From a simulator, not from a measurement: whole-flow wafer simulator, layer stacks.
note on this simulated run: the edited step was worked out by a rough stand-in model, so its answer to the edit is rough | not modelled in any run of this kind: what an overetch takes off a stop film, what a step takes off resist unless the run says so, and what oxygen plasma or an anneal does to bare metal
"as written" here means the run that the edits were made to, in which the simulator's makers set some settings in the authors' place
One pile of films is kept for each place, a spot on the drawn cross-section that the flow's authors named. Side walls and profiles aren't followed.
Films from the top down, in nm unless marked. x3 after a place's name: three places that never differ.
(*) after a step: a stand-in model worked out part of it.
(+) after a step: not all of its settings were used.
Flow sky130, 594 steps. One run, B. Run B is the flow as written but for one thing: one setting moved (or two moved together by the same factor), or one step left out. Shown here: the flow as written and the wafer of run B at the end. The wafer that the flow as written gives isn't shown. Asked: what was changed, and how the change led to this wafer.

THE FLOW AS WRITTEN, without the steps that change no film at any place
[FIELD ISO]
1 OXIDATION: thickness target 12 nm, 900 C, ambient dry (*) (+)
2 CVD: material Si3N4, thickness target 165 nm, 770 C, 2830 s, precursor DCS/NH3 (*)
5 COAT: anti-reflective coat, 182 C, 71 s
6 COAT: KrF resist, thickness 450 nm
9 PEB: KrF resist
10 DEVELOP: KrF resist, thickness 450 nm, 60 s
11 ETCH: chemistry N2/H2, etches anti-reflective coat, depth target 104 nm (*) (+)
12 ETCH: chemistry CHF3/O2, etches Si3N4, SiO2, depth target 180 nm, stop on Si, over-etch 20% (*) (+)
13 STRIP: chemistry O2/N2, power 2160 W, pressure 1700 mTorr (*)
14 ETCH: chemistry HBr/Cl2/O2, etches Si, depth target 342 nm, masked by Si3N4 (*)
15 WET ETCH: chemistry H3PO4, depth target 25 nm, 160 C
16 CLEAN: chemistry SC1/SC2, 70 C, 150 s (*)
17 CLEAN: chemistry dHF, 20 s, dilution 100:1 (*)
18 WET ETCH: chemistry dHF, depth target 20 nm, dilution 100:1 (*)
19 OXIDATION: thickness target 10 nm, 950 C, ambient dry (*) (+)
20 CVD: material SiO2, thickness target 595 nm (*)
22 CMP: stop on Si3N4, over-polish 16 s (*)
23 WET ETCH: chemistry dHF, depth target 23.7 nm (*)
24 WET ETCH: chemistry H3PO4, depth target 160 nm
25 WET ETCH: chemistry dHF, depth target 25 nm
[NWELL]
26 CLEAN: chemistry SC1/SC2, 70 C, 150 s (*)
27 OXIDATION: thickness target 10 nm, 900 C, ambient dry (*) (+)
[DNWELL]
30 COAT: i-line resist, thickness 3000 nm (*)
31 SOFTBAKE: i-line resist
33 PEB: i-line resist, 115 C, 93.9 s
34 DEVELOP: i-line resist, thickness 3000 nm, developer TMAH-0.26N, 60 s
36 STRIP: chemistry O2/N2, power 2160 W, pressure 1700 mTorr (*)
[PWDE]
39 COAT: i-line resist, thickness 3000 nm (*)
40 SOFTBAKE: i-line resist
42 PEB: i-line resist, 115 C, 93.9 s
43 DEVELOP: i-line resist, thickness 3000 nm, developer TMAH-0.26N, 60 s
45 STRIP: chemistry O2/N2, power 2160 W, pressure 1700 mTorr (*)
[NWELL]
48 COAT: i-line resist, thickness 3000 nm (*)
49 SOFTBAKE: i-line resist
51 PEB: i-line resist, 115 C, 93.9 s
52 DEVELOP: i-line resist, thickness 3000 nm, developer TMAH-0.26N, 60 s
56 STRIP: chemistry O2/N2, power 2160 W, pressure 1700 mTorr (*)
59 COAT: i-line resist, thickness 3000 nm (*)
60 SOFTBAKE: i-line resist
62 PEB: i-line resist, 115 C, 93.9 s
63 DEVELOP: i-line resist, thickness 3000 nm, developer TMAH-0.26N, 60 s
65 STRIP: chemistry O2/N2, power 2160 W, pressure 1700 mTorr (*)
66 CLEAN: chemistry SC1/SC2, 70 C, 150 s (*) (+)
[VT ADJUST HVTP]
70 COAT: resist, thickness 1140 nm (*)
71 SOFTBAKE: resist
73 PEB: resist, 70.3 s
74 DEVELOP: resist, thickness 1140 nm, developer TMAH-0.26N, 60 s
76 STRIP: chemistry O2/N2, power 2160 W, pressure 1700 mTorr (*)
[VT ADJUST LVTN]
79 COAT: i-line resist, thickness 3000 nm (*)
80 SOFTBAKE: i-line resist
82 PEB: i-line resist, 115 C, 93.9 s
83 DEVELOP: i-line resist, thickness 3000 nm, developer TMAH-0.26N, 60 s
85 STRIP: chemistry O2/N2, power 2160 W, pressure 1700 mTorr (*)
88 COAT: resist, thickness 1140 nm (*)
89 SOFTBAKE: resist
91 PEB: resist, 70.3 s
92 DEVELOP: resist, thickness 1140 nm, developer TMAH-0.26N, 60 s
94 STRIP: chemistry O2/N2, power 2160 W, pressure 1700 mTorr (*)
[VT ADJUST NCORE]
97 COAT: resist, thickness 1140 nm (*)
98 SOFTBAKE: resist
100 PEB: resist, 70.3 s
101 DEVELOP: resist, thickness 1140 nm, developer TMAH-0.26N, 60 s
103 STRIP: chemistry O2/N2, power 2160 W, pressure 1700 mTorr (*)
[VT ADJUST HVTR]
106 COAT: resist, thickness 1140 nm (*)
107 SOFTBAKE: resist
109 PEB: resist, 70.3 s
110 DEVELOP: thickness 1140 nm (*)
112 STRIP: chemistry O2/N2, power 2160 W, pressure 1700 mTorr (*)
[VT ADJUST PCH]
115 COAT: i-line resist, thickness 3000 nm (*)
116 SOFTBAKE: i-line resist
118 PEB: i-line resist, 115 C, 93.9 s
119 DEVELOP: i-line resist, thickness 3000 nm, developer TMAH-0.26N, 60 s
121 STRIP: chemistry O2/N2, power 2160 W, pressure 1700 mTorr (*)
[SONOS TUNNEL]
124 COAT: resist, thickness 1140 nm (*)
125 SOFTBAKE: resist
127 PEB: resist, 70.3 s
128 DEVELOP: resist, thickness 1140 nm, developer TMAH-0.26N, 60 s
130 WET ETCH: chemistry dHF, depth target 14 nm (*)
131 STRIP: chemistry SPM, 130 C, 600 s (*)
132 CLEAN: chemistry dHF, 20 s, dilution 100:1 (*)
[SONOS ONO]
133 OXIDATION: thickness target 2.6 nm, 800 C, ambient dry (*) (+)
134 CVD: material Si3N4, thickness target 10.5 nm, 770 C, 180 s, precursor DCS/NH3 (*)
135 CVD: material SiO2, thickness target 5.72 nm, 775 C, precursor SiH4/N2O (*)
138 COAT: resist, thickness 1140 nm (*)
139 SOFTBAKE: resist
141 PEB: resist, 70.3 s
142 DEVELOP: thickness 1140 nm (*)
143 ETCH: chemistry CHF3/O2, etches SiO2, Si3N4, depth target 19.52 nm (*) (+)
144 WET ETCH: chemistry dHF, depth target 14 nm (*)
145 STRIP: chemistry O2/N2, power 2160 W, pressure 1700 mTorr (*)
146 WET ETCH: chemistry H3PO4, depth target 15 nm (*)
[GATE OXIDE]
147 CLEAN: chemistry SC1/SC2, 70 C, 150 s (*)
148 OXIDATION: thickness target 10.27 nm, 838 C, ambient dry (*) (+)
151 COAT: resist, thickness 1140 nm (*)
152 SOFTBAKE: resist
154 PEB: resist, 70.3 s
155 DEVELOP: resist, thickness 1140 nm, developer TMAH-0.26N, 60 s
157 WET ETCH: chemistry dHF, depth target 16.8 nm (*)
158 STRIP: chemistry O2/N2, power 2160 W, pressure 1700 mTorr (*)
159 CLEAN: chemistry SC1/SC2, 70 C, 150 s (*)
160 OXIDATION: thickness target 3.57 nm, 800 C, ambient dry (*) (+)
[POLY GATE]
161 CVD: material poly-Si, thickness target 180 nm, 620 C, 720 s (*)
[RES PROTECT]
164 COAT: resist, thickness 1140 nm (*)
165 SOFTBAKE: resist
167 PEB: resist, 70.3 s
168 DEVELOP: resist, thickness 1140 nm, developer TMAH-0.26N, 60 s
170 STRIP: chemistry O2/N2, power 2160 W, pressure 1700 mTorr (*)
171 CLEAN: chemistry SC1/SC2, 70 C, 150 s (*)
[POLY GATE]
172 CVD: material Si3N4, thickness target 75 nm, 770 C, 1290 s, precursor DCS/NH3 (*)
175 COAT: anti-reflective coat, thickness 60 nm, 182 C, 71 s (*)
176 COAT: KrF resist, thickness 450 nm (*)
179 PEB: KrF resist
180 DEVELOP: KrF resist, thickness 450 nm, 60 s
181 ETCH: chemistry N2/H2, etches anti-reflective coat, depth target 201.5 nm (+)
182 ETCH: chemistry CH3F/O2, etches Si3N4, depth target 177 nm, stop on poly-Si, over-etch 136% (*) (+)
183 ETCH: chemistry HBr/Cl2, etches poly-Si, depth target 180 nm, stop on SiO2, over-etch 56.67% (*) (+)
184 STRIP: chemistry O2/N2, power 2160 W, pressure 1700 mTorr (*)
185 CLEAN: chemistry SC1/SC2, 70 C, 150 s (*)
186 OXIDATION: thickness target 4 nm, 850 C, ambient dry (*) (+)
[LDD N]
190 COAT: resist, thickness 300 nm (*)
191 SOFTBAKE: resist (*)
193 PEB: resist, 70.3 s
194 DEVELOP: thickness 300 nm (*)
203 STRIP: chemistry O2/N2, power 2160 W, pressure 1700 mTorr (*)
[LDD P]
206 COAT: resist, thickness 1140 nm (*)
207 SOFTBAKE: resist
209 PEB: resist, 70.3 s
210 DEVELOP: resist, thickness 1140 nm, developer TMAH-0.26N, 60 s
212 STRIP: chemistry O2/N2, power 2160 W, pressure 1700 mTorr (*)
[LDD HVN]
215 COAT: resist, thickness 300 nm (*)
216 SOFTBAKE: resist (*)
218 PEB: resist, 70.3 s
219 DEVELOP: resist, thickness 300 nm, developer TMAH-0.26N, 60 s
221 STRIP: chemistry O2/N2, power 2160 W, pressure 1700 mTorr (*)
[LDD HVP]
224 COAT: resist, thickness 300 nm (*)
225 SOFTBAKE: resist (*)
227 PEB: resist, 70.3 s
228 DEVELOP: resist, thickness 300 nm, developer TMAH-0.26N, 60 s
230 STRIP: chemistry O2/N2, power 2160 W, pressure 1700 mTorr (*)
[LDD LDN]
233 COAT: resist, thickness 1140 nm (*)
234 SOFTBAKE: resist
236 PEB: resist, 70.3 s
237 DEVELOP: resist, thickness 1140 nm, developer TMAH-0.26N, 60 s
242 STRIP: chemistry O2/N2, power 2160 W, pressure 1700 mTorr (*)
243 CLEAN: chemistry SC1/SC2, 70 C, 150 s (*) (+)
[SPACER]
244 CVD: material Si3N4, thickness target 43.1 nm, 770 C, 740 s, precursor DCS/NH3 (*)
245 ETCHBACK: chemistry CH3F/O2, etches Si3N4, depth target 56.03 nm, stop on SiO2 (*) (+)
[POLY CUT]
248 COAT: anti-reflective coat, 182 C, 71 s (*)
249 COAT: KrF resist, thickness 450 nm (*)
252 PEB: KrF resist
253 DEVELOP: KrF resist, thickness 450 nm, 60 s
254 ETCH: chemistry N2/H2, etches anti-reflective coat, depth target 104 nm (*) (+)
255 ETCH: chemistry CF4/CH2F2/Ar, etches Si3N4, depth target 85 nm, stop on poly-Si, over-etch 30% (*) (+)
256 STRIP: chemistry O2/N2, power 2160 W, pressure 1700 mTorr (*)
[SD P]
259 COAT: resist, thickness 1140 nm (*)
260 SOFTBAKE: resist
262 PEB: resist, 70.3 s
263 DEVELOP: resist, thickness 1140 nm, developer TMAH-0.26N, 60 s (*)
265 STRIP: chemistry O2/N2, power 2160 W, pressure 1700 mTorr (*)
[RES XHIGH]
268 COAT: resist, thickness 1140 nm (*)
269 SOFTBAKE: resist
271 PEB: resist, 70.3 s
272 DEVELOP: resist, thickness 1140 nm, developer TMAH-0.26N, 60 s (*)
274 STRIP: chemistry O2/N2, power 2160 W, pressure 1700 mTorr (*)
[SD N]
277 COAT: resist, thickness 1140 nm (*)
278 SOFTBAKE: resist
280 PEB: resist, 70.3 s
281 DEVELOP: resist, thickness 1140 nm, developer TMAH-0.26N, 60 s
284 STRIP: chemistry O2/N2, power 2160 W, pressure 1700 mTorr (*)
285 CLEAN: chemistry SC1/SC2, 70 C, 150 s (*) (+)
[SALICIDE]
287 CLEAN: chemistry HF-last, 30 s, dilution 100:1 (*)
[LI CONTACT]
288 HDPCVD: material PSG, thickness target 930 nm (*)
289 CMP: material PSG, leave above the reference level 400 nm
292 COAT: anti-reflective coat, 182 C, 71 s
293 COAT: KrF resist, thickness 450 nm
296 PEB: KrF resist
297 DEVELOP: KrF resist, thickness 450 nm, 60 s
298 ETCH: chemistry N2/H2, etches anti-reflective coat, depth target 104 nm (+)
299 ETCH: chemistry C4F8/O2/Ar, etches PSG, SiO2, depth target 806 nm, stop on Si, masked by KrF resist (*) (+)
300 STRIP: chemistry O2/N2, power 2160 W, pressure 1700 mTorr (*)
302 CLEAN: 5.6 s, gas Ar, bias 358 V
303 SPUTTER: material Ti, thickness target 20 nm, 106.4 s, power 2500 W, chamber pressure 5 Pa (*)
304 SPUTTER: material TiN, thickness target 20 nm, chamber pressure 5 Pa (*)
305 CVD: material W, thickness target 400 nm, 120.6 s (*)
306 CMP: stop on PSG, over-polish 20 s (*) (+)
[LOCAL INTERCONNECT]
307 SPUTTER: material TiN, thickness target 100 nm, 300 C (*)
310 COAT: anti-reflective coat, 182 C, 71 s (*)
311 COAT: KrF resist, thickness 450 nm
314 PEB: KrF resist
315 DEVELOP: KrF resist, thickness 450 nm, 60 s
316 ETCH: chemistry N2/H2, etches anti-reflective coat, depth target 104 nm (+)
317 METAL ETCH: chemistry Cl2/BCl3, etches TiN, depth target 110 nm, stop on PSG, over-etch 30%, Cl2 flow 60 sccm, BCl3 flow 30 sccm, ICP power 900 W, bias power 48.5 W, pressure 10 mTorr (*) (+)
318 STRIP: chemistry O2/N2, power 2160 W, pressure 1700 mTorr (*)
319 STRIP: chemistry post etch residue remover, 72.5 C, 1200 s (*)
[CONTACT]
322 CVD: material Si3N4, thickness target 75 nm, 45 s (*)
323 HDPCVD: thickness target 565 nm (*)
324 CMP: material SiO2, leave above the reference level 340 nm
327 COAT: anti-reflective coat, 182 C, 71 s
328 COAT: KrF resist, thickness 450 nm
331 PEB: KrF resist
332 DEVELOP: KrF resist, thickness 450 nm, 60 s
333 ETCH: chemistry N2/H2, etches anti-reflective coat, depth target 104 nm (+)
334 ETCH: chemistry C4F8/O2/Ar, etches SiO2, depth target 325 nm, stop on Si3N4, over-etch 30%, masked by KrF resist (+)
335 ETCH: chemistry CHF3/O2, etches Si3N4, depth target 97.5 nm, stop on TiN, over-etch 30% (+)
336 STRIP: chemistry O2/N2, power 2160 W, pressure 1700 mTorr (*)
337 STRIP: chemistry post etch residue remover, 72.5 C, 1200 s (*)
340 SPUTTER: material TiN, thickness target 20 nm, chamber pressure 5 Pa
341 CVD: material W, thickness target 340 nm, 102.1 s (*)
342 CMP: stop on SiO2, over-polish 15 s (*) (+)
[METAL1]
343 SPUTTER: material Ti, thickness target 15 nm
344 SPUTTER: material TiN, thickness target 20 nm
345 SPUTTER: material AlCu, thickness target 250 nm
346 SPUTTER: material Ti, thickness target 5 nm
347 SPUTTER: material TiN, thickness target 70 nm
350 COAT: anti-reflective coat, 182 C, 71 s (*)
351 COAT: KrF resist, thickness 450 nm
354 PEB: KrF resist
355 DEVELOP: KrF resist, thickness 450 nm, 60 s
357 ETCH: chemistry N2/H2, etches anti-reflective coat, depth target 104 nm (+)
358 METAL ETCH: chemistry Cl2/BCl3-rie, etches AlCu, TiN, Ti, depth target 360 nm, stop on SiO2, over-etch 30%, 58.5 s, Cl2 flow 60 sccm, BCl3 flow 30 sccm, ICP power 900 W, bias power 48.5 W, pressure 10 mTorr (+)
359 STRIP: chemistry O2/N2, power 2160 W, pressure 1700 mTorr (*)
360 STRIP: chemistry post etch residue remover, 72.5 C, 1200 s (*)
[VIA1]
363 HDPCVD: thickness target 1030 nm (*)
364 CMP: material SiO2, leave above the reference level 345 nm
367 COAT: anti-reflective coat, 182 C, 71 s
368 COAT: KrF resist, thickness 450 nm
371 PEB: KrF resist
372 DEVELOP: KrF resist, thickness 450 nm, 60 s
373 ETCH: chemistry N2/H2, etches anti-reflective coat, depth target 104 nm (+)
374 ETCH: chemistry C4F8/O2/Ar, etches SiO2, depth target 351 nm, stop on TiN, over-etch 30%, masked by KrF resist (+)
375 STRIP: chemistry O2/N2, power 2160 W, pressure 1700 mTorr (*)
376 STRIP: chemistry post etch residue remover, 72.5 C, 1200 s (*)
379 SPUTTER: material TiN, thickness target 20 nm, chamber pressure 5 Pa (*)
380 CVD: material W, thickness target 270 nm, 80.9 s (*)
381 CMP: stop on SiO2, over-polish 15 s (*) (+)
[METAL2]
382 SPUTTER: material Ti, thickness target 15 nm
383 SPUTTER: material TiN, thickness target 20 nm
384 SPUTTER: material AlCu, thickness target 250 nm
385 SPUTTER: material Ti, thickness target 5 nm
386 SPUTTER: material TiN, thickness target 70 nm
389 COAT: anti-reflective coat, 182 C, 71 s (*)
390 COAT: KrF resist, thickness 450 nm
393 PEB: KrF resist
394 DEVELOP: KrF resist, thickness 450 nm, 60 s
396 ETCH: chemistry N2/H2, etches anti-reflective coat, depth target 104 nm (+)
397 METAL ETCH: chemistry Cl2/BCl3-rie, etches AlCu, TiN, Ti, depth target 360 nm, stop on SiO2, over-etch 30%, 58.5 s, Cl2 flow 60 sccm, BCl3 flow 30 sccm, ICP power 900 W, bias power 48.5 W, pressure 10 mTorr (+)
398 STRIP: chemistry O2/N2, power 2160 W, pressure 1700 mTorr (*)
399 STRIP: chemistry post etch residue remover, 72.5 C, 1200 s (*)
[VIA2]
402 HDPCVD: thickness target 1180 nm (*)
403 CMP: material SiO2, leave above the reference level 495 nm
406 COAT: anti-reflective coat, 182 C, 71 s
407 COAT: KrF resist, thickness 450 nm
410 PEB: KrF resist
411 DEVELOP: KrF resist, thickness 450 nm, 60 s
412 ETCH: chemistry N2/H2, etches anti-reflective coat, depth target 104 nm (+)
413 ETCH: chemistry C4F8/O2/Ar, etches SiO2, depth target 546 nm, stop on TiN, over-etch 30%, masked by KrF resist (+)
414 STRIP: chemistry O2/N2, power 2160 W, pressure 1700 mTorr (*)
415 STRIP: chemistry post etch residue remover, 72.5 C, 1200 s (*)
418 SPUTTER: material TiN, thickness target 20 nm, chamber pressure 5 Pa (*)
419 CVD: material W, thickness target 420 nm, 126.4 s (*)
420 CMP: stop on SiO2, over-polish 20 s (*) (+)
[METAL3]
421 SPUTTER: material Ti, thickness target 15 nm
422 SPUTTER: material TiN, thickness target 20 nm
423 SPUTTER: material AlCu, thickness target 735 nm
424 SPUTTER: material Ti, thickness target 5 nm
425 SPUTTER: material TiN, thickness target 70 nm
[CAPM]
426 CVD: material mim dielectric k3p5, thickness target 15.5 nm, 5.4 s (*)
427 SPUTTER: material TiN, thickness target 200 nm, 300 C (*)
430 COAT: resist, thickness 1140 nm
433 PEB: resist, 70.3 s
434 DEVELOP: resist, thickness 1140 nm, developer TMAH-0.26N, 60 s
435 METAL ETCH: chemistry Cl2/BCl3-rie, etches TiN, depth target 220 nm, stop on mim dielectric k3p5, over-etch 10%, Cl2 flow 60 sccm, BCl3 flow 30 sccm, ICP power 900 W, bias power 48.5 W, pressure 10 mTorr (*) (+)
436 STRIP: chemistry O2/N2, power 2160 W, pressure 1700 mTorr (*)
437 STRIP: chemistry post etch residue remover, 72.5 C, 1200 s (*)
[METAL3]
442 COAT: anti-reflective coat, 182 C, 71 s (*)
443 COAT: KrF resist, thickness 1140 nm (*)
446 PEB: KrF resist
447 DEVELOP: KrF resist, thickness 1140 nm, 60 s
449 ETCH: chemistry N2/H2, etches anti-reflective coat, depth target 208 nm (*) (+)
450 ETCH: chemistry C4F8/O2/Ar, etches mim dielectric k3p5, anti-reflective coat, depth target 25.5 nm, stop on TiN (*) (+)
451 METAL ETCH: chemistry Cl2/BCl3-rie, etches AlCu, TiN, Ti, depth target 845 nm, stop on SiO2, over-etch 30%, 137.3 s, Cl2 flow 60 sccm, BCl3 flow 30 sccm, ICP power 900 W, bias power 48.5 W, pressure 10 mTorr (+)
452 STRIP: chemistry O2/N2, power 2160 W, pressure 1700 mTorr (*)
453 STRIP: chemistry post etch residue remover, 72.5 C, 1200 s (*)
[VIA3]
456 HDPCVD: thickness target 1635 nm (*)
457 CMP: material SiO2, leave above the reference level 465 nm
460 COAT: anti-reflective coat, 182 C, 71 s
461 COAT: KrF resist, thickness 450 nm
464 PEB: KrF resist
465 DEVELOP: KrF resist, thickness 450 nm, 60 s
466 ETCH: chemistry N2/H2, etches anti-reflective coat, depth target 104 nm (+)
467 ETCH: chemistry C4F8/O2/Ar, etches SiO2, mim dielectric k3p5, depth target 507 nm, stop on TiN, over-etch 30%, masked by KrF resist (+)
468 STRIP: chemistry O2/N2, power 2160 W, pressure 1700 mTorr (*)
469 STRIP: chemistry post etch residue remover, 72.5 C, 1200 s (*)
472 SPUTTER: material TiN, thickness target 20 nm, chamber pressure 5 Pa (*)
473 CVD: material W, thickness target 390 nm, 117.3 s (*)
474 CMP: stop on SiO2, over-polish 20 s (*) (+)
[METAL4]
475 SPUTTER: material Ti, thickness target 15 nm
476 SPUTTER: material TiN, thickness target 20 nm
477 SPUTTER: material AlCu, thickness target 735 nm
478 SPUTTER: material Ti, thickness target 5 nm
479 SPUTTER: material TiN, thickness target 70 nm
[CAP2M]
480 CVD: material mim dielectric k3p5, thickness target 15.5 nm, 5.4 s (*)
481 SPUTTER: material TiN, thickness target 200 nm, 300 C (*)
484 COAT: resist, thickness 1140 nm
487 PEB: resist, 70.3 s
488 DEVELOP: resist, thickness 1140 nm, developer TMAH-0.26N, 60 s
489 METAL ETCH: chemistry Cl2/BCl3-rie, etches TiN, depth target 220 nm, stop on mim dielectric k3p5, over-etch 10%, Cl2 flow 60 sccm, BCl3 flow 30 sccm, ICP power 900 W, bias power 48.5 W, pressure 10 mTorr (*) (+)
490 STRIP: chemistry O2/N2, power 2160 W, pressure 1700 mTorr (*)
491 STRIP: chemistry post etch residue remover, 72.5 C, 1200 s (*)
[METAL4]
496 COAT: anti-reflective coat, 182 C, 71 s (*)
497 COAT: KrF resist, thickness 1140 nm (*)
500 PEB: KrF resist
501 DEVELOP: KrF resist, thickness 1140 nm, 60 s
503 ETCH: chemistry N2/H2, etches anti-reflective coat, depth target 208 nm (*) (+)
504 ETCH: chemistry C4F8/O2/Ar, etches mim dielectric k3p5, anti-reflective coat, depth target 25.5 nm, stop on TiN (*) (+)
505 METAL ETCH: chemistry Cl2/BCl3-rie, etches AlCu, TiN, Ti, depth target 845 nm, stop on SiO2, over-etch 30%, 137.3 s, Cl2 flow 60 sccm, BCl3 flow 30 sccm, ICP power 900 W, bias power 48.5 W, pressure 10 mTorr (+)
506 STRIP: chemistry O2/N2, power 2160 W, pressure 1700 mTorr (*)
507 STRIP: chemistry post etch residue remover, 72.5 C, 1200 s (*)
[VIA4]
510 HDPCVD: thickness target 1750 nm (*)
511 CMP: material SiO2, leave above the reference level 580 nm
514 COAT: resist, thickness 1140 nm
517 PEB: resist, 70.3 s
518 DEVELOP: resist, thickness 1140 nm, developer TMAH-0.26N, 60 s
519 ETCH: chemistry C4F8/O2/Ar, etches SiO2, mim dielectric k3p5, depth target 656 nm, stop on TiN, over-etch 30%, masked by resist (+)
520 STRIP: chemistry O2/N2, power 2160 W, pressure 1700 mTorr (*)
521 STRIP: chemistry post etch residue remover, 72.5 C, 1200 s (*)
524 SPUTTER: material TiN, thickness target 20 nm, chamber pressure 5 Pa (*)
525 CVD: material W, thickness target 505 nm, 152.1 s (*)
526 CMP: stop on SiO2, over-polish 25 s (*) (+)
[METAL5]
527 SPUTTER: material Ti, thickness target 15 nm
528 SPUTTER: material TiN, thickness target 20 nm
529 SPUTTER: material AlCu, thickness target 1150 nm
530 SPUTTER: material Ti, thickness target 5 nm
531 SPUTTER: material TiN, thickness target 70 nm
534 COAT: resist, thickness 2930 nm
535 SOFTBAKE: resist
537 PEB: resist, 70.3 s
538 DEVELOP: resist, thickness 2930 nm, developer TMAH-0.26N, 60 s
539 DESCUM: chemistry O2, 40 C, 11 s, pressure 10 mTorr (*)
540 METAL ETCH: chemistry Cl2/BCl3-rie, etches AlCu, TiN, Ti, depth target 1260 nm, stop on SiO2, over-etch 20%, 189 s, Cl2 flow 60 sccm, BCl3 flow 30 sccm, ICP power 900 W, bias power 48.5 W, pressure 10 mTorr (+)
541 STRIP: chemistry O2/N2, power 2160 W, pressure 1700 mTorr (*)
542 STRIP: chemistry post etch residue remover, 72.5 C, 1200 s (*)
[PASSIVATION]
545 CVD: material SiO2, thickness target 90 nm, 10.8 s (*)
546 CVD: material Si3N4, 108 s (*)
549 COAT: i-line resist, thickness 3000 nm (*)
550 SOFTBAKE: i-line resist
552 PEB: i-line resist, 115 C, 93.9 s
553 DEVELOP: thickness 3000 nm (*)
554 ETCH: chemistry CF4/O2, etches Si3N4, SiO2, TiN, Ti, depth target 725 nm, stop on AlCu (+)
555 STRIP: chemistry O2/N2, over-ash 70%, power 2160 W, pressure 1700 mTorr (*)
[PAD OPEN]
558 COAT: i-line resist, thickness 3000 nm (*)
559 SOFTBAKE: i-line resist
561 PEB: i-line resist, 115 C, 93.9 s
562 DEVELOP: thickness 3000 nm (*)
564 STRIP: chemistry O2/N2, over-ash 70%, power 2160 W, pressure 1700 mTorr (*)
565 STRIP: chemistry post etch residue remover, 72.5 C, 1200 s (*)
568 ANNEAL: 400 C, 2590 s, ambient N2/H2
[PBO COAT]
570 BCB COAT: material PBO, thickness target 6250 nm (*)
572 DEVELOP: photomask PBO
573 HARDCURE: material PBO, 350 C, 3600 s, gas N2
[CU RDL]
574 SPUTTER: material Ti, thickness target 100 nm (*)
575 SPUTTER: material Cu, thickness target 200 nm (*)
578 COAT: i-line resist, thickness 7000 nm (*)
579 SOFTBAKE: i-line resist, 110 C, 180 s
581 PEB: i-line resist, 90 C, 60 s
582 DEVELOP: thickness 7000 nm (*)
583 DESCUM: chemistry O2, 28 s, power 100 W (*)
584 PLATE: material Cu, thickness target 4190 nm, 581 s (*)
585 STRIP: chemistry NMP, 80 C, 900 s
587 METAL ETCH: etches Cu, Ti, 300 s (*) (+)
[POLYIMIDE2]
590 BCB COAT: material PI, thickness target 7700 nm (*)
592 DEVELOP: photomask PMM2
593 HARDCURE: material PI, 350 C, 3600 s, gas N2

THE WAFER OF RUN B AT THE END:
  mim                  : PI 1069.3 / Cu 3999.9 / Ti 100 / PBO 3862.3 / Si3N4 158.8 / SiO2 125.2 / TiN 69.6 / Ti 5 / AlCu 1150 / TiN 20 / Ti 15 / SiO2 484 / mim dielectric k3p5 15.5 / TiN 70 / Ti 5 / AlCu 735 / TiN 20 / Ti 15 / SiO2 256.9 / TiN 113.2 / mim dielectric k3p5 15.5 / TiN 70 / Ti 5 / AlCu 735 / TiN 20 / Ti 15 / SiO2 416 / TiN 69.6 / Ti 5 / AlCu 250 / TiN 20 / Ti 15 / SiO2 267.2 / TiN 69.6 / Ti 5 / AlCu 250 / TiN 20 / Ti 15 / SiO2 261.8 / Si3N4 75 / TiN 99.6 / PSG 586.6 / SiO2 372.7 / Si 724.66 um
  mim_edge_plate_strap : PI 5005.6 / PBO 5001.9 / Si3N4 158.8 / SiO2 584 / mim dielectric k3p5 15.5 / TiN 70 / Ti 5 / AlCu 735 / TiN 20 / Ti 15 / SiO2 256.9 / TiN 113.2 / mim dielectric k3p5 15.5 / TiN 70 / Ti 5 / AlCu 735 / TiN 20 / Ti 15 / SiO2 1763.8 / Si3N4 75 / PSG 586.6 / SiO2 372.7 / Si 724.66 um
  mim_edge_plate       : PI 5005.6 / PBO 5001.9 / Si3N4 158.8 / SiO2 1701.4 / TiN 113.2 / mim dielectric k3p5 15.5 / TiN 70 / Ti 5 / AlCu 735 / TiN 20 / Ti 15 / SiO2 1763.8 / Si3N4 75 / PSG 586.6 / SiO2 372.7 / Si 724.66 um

The cause: step 427, SPUTTER: thickness target 114 nm was run, where the flow has thickness target 200 nm.

How the change led to this, step by step:
  427 SPUTTER: material TiN, thickness target 200 nm, 300 C (*)
      field, active, n_well and 188 more: TiN +114 (new film) (as written it would be: TiN +200 (new film))
  435 METAL ETCH: chemistry Cl2/BCl3-rie, etches TiN, depth target 220 nm, stop on mim dielectric k3p5, over-etch 10%, Cl2 flow 60 sccm, BCl3 flow 30 sccm, ICP power 900 W, bias power 48.5 W, pressure 10 mTorr (*) (+)
      field, active, n_well and 185 more: TiN -114 (all of it) (as written it would be: TiN -200 (all of it))
      mim, mim_edge_plate_strap, mim_edge_plate: resist -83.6 (as written it would be: resist -146.7)
  436 STRIP: chemistry O2/N2, power 2160 W, pressure 1700 mTorr (*)
      mim, mim_edge_plate_strap, mim_edge_plate: resist -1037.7 (all of it) (as written it would be: resist -974.6 (all of it))
  442 COAT: anti-reflective coat, 182 C, 71 s (*)
      poly_licon, rpo_hd_licon: anti-reflective coat +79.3 (new film) (as written it would be: anti-reflective coat +57.6 (new film))
      mim: anti-reflective coat +30.2 (new film) (as written it would be: anti-reflective coat +40.4 (new film))
      (and at 8 more places)
  443 COAT: KrF resist, thickness 1140 nm (*)
      mim_edge_plate_strap, mim_edge_plate: KrF resist +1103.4 (new film) (as written it would be: KrF resist +1017.4 (new film))
      poly_licon, rpo_hd_licon: KrF resist +1147.3 (new film) (as written it would be: KrF resist +1171.3 (new film))
      (and at 3 more places)
  447 DEVELOP: KrF resist, thickness 1140 nm, 60 s
      poly_licon, rpo_hd_licon: KrF resist -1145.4 (all of it) (as written it would be: KrF resist -1169.3 (all of it))
      rxpo_ln: KrF resist -1139.7 (all of it) (as written it would be: KrF resist -1165.6 (all of it))
  449 ETCH: chemistry N2/H2, etches anti-reflective coat, depth target 208 nm (*) (+)
      poly_licon, rpo_hd_licon: anti-reflective coat -79.3 (all of it) (as written it would be: anti-reflective coat -57.6 (all of it))
      rpo_hd: anti-reflective coat -76 (all of it) (as written it would be: anti-reflective coat -62 (all of it))
      (and at 2 more places)
  452 STRIP: chemistry O2/N2, power 2160 W, pressure 1700 mTorr (*)
      mim_edge_plate_strap, mim_edge_plate: KrF resist -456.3 (all of it), anti-reflective coat -3 (all of it) (as written it would be: KrF resist -370.5 (all of it), anti-reflective coat -3 (all of it))
      mim: KrF resist -449.5 (all of it), anti-reflective coat -30.2 (all of it) (as written it would be: KrF resist -378.7 (all of it), anti-reflective coat -40.4 (all of it))
      (and at 5 more places)
  457 CMP: material SiO2, leave above the reference level 465 nm
      mim, mim_edge_plate_strap, mim_edge_plate: SiO2 -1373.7 (as written it would be: SiO2 -1459.7)
